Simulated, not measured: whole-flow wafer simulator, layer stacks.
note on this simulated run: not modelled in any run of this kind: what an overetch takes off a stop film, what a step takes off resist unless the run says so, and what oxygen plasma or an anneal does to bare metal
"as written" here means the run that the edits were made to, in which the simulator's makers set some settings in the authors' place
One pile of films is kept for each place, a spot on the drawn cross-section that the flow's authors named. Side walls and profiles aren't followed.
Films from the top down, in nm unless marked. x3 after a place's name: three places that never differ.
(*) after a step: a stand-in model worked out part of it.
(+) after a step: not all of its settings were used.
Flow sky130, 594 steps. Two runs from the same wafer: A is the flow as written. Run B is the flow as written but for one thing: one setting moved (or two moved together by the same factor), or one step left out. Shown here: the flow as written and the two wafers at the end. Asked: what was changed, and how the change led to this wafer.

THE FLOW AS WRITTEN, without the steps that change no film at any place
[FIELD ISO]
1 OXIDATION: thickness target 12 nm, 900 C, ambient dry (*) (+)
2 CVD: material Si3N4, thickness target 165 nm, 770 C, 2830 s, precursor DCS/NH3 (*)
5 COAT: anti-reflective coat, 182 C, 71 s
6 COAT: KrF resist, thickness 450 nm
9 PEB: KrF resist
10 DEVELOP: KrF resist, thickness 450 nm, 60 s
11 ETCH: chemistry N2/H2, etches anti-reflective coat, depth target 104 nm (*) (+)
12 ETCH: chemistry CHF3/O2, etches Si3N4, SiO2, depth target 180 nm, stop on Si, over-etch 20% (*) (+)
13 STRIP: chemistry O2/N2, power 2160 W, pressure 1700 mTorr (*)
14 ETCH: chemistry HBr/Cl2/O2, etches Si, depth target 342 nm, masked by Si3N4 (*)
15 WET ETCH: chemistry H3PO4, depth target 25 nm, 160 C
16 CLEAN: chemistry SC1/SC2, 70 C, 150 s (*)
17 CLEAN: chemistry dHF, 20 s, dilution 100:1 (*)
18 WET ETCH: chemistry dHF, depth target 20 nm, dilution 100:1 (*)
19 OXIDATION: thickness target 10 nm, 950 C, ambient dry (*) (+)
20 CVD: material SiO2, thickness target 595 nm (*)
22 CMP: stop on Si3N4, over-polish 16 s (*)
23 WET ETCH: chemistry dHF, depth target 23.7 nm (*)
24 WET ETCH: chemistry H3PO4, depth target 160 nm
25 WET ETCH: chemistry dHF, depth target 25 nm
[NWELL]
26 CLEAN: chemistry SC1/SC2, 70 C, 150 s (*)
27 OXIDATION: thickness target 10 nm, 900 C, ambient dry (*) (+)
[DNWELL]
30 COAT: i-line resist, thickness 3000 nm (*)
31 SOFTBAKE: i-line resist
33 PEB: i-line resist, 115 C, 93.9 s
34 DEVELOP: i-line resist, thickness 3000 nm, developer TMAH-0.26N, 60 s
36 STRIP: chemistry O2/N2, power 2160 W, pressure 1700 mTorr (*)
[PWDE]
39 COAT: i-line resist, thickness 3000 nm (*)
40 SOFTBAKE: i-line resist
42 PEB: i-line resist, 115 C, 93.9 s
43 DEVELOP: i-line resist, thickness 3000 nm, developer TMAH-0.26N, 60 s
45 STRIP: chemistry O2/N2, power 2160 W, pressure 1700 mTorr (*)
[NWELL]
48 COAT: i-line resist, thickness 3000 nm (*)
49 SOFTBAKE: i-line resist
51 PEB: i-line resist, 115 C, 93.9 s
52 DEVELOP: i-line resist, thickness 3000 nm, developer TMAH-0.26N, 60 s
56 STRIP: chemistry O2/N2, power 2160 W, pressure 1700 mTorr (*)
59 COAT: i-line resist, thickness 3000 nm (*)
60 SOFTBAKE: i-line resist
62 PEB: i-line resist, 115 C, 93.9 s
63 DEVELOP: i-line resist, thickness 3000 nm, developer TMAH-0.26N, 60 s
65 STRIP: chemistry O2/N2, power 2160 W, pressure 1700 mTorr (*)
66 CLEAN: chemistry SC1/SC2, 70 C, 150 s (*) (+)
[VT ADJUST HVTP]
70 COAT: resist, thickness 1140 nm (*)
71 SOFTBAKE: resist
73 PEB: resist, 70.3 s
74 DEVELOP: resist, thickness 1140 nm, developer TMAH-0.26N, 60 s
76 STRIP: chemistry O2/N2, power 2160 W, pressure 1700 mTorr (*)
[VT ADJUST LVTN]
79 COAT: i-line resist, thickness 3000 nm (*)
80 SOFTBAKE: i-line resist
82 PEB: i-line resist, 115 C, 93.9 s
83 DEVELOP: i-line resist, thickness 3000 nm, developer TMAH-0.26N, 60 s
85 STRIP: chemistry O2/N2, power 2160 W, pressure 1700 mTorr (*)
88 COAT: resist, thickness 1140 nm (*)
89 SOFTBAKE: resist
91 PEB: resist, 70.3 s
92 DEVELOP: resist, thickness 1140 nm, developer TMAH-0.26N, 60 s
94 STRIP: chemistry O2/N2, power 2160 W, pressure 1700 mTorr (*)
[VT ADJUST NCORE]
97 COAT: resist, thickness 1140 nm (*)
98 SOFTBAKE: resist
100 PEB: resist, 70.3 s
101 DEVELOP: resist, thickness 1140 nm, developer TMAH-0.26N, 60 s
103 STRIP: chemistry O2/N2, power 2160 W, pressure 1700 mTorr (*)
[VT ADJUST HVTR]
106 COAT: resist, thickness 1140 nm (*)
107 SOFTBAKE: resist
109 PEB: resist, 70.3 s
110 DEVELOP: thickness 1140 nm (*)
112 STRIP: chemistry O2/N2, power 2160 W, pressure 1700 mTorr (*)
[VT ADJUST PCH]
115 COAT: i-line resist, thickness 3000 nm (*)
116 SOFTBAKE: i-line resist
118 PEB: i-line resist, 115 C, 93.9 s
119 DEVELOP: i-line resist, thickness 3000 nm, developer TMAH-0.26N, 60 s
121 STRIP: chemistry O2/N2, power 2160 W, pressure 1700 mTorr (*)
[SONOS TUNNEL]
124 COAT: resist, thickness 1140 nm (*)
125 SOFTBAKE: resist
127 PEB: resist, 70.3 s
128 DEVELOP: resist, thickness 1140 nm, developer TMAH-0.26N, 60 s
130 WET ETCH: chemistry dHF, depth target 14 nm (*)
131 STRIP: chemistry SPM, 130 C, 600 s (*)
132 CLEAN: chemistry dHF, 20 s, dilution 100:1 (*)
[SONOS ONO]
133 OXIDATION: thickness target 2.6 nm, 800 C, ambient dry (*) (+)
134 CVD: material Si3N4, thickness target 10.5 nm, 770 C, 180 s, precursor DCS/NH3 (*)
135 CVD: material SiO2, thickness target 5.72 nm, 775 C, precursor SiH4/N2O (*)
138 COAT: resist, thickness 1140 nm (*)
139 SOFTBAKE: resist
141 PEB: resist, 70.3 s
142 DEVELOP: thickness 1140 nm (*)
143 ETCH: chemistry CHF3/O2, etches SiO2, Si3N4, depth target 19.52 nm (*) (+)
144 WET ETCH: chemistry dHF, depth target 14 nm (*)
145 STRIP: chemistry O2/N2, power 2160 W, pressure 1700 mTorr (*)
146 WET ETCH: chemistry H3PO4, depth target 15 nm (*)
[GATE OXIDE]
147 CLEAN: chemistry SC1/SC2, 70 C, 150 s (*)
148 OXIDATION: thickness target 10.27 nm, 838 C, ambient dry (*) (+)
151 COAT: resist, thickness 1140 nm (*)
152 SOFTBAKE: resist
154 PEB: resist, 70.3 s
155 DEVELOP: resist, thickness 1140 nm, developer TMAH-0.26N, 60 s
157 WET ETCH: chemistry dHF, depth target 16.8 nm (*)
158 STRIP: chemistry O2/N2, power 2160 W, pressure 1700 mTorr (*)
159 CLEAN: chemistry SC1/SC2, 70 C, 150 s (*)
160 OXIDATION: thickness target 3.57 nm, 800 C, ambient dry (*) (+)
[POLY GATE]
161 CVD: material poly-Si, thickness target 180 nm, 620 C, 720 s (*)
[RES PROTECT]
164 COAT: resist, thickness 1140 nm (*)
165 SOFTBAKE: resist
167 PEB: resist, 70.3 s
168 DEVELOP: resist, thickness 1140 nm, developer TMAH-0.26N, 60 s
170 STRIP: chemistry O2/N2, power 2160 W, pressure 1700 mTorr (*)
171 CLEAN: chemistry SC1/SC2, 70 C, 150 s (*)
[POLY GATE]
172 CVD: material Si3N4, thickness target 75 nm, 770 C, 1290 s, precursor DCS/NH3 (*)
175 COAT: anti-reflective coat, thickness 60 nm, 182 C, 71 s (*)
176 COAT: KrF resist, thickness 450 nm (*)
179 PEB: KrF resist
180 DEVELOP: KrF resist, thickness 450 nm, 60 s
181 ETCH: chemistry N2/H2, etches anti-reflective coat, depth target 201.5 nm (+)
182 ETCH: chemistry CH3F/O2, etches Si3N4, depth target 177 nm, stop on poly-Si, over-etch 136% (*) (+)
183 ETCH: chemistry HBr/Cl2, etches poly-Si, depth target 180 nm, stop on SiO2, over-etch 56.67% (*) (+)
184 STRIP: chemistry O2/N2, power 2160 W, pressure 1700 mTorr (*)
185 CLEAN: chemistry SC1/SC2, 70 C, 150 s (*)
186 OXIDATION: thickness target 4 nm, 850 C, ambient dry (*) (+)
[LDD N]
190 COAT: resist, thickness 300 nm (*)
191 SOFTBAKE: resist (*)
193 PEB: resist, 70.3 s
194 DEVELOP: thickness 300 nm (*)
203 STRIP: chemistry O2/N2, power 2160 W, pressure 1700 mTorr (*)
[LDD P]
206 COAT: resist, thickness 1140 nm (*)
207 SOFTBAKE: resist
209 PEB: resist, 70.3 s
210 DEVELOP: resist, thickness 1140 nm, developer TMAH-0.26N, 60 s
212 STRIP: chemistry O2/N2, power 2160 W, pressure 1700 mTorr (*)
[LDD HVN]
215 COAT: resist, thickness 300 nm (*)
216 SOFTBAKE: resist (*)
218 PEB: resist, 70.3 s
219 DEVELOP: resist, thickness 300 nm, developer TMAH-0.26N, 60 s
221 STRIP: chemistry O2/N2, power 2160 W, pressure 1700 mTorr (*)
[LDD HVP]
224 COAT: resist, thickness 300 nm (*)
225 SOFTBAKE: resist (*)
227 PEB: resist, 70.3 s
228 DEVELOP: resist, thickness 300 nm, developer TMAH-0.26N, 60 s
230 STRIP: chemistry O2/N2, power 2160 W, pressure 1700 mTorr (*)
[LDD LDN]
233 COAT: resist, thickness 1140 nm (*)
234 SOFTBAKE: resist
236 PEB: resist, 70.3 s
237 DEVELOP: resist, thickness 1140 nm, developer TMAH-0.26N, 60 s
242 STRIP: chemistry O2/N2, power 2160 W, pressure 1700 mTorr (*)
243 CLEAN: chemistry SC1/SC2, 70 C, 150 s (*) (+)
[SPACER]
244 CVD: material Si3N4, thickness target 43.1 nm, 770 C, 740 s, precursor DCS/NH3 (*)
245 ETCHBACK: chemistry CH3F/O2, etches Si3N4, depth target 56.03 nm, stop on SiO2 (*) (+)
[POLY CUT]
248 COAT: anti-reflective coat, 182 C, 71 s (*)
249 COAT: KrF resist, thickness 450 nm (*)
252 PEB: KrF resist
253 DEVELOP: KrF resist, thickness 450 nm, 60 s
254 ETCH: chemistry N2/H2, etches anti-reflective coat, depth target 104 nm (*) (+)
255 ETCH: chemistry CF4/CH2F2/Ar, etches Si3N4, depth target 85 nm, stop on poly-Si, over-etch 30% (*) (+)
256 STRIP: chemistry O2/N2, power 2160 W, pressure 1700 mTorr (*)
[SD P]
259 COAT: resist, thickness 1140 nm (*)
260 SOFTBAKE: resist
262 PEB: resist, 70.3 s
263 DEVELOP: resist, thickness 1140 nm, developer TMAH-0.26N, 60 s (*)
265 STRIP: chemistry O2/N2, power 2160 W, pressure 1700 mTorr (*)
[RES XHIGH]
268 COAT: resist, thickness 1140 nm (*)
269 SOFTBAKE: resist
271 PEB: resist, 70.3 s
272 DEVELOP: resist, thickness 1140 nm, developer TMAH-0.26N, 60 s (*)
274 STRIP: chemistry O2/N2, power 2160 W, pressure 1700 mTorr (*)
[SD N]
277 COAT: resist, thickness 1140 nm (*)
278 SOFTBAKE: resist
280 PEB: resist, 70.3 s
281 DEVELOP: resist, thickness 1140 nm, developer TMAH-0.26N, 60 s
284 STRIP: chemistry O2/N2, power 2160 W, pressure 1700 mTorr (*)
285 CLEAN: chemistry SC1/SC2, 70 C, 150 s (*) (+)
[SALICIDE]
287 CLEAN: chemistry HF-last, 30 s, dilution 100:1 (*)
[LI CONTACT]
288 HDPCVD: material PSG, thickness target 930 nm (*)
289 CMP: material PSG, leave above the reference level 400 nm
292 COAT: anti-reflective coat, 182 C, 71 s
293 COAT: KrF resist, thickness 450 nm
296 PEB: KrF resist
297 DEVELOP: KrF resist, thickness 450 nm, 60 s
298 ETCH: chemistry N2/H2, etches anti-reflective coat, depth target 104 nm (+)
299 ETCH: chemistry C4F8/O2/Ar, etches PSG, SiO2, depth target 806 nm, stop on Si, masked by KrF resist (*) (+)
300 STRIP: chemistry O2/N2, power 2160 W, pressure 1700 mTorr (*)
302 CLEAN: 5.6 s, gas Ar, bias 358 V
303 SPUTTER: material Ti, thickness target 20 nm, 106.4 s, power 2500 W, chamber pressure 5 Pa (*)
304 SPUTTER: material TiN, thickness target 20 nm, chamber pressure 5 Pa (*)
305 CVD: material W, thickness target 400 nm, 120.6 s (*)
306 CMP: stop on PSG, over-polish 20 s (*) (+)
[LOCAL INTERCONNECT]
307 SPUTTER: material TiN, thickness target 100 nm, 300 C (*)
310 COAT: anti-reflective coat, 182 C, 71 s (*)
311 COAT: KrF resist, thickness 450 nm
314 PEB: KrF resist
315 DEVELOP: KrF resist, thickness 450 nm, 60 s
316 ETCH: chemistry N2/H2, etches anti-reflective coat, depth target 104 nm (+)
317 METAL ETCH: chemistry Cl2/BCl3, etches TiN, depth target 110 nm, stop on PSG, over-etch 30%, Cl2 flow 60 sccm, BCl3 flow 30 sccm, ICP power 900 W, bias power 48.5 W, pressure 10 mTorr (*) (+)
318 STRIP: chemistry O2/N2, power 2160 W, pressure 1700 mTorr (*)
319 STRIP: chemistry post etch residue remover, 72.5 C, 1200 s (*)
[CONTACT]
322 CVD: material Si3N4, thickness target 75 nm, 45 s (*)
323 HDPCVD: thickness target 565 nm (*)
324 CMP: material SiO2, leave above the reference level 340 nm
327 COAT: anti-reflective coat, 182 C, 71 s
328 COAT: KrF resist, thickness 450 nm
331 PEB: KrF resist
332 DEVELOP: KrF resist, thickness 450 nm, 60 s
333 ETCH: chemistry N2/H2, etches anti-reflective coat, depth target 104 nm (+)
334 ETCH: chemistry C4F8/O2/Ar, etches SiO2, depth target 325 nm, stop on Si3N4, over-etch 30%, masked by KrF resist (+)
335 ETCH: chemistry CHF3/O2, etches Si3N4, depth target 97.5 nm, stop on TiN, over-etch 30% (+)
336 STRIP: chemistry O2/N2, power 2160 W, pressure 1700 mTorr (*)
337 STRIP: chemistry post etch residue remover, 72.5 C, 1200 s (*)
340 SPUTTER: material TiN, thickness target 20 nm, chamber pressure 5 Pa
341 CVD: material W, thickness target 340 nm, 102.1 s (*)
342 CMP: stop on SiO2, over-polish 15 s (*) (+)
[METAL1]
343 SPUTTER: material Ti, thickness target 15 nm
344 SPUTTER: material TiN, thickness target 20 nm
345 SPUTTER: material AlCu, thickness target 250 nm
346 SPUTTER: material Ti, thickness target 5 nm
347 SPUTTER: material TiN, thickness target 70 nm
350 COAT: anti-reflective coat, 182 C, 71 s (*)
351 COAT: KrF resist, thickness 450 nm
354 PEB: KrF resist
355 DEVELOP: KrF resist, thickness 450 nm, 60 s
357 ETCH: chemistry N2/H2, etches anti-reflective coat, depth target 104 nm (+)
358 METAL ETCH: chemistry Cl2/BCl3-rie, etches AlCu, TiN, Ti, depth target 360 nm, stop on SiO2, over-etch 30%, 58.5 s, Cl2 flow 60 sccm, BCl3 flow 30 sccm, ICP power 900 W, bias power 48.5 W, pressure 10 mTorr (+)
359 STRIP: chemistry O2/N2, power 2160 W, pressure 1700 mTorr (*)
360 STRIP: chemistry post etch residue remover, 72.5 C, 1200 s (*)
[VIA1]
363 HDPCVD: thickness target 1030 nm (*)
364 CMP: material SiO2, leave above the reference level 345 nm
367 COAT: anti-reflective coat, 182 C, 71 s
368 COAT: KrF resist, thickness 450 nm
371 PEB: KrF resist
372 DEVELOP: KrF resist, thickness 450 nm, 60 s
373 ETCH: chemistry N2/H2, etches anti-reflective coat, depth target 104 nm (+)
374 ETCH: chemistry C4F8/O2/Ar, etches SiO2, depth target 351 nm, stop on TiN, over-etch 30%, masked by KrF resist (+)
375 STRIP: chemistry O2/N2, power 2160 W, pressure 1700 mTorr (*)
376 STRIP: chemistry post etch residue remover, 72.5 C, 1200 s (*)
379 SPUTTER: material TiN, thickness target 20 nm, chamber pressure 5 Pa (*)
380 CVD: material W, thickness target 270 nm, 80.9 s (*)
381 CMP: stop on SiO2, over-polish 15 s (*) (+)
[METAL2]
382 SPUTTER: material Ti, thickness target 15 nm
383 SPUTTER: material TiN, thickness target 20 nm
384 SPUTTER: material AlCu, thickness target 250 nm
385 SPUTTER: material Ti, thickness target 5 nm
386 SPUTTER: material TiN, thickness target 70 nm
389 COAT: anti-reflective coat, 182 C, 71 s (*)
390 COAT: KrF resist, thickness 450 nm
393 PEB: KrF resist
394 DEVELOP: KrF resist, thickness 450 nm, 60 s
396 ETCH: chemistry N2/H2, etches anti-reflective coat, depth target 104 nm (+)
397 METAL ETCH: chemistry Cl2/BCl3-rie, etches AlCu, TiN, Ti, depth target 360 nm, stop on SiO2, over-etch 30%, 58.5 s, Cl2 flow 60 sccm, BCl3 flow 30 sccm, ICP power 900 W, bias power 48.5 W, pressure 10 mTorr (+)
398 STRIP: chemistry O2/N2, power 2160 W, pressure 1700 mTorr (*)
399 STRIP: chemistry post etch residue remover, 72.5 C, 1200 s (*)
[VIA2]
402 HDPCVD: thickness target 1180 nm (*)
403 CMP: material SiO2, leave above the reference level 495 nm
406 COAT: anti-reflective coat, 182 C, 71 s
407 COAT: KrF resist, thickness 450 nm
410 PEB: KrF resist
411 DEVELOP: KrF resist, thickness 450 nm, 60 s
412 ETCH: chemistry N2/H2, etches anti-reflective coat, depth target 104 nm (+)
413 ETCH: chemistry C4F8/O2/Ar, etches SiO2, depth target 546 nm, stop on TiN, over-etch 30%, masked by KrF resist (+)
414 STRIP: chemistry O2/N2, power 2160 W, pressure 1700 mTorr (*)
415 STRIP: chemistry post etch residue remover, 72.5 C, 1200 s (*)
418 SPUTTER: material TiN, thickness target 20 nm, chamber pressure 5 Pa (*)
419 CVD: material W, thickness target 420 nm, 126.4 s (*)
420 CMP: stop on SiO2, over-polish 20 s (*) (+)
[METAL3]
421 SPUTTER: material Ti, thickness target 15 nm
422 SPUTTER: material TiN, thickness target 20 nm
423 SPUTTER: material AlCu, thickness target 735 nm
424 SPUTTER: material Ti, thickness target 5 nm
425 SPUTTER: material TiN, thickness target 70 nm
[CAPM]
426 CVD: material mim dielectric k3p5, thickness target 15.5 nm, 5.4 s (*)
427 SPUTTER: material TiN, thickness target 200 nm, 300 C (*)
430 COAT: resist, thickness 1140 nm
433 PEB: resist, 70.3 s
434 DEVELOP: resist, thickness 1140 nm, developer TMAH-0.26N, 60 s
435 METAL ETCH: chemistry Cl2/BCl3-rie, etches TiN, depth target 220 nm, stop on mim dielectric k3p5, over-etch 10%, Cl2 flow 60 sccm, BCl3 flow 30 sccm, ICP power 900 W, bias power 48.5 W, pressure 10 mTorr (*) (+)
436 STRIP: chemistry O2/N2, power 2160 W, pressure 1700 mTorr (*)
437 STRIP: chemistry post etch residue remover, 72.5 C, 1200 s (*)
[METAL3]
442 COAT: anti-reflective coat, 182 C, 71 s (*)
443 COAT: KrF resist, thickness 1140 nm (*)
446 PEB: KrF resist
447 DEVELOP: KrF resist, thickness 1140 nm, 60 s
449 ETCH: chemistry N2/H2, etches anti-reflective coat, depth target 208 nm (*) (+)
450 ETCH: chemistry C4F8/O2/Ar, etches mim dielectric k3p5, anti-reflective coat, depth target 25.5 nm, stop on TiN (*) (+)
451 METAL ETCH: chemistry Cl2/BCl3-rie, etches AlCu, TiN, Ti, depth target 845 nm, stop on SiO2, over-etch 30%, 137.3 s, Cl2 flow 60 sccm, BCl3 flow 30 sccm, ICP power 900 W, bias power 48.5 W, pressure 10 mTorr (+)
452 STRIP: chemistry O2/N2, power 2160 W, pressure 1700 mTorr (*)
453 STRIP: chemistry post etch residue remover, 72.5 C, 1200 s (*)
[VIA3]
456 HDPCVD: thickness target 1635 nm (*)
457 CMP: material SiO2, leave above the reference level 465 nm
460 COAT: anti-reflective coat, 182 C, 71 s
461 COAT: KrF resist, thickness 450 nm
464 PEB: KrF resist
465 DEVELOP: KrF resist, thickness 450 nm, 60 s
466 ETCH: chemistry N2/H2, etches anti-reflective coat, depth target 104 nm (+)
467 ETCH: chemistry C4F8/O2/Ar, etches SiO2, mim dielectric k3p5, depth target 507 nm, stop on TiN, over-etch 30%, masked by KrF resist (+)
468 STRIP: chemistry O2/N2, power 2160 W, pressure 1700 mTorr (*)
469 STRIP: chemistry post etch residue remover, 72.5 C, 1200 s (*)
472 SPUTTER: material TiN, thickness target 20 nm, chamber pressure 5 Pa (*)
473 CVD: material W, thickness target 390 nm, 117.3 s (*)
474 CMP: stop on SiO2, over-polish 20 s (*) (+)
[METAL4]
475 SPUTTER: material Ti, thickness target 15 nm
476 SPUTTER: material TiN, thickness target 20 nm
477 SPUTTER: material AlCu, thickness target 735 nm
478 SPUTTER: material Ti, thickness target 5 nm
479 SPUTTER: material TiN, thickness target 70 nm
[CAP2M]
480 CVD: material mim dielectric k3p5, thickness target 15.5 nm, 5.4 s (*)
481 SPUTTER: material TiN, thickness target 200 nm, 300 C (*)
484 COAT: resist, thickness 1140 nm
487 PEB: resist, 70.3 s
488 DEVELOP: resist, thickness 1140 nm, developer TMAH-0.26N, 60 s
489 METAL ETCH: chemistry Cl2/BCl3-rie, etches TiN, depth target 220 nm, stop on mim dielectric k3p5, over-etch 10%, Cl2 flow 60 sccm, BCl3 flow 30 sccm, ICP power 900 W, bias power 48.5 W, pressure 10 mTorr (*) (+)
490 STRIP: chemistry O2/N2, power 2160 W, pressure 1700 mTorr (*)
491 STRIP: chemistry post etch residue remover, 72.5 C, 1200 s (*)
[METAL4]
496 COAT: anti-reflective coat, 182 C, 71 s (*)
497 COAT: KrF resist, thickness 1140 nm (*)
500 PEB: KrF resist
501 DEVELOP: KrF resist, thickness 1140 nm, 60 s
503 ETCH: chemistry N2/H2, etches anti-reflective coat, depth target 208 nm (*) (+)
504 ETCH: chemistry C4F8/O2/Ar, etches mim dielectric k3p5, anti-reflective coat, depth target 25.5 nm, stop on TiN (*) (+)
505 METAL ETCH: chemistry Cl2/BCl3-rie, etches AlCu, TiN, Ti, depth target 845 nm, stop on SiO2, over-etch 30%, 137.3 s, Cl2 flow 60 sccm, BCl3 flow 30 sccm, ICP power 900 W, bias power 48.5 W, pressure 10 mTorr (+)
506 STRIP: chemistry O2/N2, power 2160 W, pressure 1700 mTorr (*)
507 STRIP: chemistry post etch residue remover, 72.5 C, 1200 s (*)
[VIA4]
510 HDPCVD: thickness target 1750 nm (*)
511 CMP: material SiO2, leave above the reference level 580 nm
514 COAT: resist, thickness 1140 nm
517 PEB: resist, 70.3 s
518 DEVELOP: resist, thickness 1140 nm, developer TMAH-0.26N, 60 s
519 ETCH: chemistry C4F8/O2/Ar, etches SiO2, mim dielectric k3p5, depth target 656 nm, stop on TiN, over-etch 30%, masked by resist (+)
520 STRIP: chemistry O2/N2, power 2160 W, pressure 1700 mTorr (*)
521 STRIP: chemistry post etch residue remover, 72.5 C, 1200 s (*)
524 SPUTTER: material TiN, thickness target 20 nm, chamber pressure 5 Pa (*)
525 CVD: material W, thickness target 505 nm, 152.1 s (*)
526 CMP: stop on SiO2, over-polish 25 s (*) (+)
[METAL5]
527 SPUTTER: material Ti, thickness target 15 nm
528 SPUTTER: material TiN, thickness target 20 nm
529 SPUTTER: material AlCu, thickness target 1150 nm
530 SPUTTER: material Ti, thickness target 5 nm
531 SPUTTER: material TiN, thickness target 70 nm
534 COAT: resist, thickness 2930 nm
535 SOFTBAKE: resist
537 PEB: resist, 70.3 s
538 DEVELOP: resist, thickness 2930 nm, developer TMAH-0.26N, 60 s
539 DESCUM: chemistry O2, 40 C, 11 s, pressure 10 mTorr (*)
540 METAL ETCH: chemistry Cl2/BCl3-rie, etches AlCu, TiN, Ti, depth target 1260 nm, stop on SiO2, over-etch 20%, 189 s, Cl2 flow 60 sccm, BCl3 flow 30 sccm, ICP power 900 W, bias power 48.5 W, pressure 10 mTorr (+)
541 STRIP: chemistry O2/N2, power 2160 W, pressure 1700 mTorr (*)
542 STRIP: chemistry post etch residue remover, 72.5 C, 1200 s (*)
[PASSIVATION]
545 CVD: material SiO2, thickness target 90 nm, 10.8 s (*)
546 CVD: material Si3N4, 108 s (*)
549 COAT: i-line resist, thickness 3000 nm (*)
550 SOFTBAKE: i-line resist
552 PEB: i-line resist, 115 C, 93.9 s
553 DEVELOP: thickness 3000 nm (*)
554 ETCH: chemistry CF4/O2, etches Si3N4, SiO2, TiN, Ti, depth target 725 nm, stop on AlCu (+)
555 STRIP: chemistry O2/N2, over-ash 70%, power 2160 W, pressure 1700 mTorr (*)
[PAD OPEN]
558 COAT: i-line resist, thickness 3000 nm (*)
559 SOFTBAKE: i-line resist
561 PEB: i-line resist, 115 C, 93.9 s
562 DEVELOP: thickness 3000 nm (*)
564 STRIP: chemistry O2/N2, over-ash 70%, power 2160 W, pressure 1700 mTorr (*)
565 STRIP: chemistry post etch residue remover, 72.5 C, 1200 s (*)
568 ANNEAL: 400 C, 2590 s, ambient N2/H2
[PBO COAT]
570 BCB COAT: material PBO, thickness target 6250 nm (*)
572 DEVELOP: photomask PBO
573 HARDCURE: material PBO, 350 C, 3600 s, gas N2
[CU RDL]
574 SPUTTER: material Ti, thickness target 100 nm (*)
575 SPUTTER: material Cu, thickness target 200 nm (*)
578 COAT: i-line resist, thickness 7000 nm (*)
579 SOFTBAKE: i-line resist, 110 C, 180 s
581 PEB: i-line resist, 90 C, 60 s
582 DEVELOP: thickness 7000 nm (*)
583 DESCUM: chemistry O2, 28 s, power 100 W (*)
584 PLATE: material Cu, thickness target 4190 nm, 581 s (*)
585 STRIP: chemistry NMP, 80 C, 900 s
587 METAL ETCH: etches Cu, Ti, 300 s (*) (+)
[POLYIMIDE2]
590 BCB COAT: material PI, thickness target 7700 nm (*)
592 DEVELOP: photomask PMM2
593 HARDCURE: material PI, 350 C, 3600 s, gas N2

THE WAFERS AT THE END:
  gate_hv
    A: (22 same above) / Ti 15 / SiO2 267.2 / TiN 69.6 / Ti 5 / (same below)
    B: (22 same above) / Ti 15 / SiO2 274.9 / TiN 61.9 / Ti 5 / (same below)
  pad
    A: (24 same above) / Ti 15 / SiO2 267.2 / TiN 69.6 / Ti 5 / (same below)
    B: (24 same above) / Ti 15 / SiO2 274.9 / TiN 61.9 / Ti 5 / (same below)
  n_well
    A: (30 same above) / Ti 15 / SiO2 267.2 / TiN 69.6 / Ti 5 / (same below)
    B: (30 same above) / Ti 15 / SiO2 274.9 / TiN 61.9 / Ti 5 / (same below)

The cause: step 347, SPUTTER: thickness target 62.3 nm was run, where the flow has thickness target 70 nm.

How the change led to this, step by step:
  347 SPUTTER: material TiN, thickness target 70 nm
      field, active, n_well and 188 more: A TiN +70 (new film) | B TiN +62.3 (new film)
  358 METAL ETCH: chemistry Cl2/BCl3-rie, etches AlCu, TiN, Ti, depth target 360 nm, stop on SiO2, over-etch 30%, 58.5 s, Cl2 flow 60 sccm, BCl3 flow 30 sccm, ICP power 900 W, bias power 48.5 W, pressure 10 mTorr (+)
      field, active, gate and 81 more: A TiN -68.7 (all of it), Ti -5 (all of it), AlCu -250 (all of it), TiN -20 (all of it), Ti -15 (all of it), SiO2 -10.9 | B TiN -61 (all of it), Ti -5 (all of it), AlCu -250 (all of it), TiN -20 (all of it), Ti -15 (all of it), SiO2 -11.7
  374 ETCH: chemistry C4F8/O2/Ar, etches SiO2, depth target 351 nm, stop on TiN, over-etch 30%, masked by KrF resist (+)
      m1, via1_hole: A SiO2 -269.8 (all of it) | B SiO2 -277.5 (all of it)
